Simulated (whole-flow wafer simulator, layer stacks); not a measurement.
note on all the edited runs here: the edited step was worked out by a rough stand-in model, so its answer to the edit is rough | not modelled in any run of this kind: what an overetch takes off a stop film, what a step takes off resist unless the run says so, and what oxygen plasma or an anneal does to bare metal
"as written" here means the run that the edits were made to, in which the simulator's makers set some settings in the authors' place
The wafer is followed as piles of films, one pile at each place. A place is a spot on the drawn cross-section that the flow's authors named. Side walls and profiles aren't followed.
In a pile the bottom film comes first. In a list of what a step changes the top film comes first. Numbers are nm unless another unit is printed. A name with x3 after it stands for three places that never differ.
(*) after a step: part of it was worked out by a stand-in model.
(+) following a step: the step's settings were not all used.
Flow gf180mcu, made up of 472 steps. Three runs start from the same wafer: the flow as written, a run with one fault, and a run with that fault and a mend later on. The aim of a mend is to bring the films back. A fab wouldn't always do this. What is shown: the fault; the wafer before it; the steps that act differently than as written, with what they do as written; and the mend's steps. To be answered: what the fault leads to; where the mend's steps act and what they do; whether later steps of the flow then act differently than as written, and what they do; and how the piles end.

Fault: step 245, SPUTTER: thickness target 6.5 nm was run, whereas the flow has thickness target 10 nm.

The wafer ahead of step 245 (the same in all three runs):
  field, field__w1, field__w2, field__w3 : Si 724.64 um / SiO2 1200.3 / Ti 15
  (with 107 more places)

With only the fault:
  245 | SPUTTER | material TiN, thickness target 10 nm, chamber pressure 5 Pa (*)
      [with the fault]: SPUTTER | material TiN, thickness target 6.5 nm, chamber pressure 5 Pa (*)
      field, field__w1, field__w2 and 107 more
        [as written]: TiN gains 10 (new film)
        [with the fault]: TiN gains 6.5 (new film)
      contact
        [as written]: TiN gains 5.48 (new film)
        [with the fault]: TiN gains 3.57 (new film)
  Later steps of the flow acting differently than as written (1 other step is not shown; it differs only slightly, by no more than 2% or 0.5 nm, whichever is larger):
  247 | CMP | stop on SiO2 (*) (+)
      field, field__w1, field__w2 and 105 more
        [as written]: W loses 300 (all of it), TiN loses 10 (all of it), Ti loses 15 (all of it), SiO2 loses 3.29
        [with the fault]: W loses 300 (all of it), TiN loses 6.5 (all of it), Ti loses 15 (all of it), SiO2 loses 3.26
  By the end, the piles at contact, polyc_n, polyc_p depart from the flow's by more than 2% or 0.5 nm, whichever is larger.
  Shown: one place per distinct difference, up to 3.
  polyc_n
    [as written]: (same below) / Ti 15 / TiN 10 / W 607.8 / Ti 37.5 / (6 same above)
    [with the fault]: (same below) / Ti 15 / TiN 6.5 / W 611.3 / Ti 37.5 / (6 same above)
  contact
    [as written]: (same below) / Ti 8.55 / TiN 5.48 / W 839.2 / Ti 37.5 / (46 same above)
    [with the fault]: (same below) / Ti 8.55 / TiN 3.57 / W 841.2 / Ti 37.5 / (46 same above)

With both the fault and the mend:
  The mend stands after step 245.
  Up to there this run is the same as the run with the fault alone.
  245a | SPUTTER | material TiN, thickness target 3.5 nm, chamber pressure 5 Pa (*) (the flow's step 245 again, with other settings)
      field, field__w1, field__w2 and 107 more
        TiN gains 3.5
      contact
        TiN gains 1.92
  None of the later steps of the flow acts differently than as written at any place that is followed.
  At every place that both follow, the piles at the end match the flow's.
